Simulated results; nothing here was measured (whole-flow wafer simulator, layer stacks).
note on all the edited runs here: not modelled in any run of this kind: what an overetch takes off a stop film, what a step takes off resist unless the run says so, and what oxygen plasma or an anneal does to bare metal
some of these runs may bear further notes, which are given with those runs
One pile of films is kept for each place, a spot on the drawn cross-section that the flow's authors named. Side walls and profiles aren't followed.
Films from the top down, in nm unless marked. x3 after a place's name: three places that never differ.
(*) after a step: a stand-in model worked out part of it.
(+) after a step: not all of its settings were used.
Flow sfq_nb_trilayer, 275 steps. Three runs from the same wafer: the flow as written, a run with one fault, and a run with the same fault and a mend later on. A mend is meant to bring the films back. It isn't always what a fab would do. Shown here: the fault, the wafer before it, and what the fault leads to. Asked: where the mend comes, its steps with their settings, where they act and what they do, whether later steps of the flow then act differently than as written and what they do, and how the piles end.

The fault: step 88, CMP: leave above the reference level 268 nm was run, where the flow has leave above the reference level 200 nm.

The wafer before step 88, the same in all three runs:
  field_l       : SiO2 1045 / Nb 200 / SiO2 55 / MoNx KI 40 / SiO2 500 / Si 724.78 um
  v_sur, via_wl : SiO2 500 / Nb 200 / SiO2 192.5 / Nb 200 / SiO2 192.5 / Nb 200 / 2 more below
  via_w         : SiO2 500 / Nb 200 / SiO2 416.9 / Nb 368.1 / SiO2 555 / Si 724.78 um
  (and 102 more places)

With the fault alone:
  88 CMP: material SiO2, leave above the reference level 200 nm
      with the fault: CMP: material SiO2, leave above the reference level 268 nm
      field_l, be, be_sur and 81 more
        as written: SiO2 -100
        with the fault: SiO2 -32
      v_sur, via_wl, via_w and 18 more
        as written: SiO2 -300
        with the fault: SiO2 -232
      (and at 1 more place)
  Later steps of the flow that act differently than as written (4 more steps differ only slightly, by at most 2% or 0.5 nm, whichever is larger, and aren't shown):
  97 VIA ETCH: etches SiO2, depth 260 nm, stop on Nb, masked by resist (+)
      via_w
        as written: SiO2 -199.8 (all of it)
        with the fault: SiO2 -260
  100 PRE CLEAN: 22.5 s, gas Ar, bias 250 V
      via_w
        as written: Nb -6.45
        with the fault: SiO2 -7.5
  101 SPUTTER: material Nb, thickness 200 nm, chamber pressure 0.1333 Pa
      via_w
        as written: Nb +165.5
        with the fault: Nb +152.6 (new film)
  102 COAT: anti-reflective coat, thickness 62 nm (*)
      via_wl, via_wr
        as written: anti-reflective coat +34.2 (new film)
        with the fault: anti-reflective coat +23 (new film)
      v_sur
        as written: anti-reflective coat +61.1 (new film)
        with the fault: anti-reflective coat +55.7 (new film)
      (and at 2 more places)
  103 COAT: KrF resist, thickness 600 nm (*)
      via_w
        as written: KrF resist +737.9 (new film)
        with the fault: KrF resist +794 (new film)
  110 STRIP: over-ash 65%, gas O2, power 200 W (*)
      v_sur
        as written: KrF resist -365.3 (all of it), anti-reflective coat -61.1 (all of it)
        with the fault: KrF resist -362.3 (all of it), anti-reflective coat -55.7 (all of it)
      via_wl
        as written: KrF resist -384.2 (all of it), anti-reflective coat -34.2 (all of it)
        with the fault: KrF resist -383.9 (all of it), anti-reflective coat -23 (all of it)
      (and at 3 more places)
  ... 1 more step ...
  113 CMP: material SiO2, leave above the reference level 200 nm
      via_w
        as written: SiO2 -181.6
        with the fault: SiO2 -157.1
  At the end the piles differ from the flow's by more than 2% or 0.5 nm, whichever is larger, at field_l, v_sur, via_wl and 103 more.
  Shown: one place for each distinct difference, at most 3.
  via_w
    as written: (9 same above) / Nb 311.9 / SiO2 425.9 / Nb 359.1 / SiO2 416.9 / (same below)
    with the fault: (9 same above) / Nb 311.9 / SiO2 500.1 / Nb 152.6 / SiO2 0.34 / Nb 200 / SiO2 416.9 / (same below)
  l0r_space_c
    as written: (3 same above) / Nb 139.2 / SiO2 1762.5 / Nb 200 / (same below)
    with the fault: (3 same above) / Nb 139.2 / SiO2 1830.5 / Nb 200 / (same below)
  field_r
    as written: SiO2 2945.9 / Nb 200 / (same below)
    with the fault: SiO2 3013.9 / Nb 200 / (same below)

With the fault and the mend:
  The mend comes after step 95.
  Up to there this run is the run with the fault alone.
  95a STRIP: over-ash 65%, gas O2, power 200 W (*)
      field_l, v_sur, via_wl and 102 more
        KrF resist -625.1 (all of it), anti-reflective coat -62 (all of it)
      via_w
        anti-reflective coat -62 (all of it)
  95b CMP: material SiO2, leave above the reference level 200 nm (the flow's step 88 once more)
      field_l, v_sur, via_wl and 103 more
        SiO2 -68
  95c COAT: anti-reflective coat, thickness 62 nm (the flow's step 90 once more)
      field_l, v_sur, via_wl and 103 more
        anti-reflective coat +62 (new film)
  95d COAT: KrF resist, thickness 650 nm (the flow's step 91 once more)
      field_l, v_sur, via_wl and 103 more
        KrF resist +650 (new film)
  95e SOFTBAKE: KrF resist (the flow's step 92 once more)
      changes no film at any place that is followed
  95f EXPOSE: photomask I2, dose 11.91 mJ/cm2, NA 0.6, wavelength 248 nm (*) (the flow's step 93 once more)
      changes no film at any place that is followed
  95g PEB: KrF resist, 90 s (the flow's step 94 once more)
      field_l, v_sur, via_wl and 103 more
        KrF resist -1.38
  95h DEVELOP: KrF resist, thickness 650 nm, 60 s (the flow's step 95 once more)
      field_l, v_sur, via_wl and 102 more
        KrF resist -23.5
      via_w
        KrF resist -648.6 (all of it)
  No later step of the flow acts differently than as written at any place that is followed.
  At the end the piles are the same as the flow's at every place that both follow.
